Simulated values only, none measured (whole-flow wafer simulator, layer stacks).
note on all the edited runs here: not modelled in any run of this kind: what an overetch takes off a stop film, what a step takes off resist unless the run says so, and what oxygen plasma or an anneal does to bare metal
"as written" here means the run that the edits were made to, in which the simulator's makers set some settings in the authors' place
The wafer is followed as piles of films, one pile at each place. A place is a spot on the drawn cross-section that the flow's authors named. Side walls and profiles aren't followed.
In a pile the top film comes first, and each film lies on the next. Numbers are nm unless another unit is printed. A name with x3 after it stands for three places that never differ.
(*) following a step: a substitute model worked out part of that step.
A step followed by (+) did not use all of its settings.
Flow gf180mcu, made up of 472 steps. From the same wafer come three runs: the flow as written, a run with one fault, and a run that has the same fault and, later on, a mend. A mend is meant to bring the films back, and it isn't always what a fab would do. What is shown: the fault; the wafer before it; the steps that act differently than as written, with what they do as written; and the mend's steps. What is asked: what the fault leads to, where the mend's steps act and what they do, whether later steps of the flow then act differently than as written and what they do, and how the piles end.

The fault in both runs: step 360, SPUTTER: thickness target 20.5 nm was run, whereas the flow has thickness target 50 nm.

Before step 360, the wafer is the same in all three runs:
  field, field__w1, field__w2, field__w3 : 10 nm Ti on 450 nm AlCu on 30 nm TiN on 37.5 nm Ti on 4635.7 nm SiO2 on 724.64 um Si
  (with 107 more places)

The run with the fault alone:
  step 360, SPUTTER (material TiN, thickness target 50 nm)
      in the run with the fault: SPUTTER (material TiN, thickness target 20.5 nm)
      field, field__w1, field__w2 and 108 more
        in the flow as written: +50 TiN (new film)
        in the run with the fault: +20.5 TiN (new film)
  Steps further on in the flow that do not act as written (2 other steps are not shown; they differ only slightly, by no more than 2% or 0.5 nm, whichever is larger):
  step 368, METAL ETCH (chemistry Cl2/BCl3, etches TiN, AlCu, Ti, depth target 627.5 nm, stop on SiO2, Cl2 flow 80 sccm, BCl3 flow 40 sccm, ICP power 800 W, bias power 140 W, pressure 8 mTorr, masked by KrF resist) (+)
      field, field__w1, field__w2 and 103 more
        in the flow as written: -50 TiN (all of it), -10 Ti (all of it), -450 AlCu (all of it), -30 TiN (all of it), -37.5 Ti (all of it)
        in the run with the fault: -20.5 TiN (all of it), -10 Ti (all of it), -450 AlCu (all of it), -30 TiN (all of it), -37.5 Ti (all of it)
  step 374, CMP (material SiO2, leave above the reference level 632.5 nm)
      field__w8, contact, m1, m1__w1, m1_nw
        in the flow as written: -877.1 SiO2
        in the run with the fault: -847.6 SiO2
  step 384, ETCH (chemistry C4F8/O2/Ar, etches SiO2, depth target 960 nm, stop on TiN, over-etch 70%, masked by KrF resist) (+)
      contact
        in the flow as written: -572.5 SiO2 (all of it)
        in the run with the fault: -602 SiO2 (all of it)
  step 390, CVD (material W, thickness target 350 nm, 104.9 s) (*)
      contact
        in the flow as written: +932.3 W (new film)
        in the run with the fault: +962.1 W (new film)
  By the end, the piles at field__w8, contact, m1, m1__w1, m1_nw depart from the flow's by more than 2% or 0.5 nm, whichever is larger.
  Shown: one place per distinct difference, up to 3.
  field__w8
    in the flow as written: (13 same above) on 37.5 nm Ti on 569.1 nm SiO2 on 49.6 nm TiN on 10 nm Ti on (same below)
    in the run with the fault: (13 same above) on 37.5 nm Ti on 598.6 nm SiO2 on 20.1 nm TiN on 10 nm Ti on (same below)
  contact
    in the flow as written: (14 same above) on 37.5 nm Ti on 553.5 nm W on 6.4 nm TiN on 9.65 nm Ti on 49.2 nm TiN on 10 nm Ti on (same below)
    in the run with the fault: (14 same above) on 37.5 nm Ti on 583.3 nm W on 6.29 nm TiN on 9.49 nm Ti on 19.7 nm TiN on 10 nm Ti on (same below)

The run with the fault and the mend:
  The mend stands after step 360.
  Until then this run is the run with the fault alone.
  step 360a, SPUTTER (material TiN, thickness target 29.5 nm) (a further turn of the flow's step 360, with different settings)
      field, field__w1, field__w2 and 108 more
        +29.5 TiN
  None of the later steps of the flow acts differently than as written at any place that is followed.
  By the end, the piles equal the flow's at every place that both follow.
